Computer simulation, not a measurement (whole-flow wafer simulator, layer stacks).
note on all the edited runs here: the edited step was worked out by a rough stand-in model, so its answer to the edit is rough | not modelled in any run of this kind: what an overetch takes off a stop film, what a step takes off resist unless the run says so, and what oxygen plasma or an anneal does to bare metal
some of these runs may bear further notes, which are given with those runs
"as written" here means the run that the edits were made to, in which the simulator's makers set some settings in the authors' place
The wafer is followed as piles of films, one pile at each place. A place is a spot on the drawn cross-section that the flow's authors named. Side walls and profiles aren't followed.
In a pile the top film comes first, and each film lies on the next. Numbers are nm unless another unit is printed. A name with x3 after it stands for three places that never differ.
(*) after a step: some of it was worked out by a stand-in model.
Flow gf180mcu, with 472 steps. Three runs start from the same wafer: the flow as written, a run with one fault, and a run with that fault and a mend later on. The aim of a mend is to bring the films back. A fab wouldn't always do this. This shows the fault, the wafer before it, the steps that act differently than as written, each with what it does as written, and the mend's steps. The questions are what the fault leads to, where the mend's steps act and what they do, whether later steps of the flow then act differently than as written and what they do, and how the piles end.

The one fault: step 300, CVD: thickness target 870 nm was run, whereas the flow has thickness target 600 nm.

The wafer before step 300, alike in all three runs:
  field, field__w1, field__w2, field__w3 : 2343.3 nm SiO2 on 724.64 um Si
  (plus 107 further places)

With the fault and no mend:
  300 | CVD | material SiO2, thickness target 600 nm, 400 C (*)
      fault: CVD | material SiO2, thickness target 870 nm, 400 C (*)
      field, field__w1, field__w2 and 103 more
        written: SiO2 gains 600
        fault: SiO2 gains 870
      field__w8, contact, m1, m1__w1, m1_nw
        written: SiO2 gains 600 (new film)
        fault: SiO2 gains 870 (new film)
  Later steps of the flow acting differently than as written:
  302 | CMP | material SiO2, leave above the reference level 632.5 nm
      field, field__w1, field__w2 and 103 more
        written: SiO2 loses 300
        fault: SiO2 loses 570
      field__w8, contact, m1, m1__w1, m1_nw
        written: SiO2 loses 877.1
        fault: SiO2 loses 1147.1
  By the end, the piles equal the flow's at every place that both follow.

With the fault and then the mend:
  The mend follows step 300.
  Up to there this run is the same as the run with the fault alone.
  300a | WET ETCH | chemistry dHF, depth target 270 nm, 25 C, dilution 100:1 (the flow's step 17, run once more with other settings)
      field, field__w1, field__w2 and 108 more
        SiO2 loses 270
  None of the later steps of the flow acts differently than as written at any place that is followed.
  By the end, the piles equal the flow's at every place that both follow.
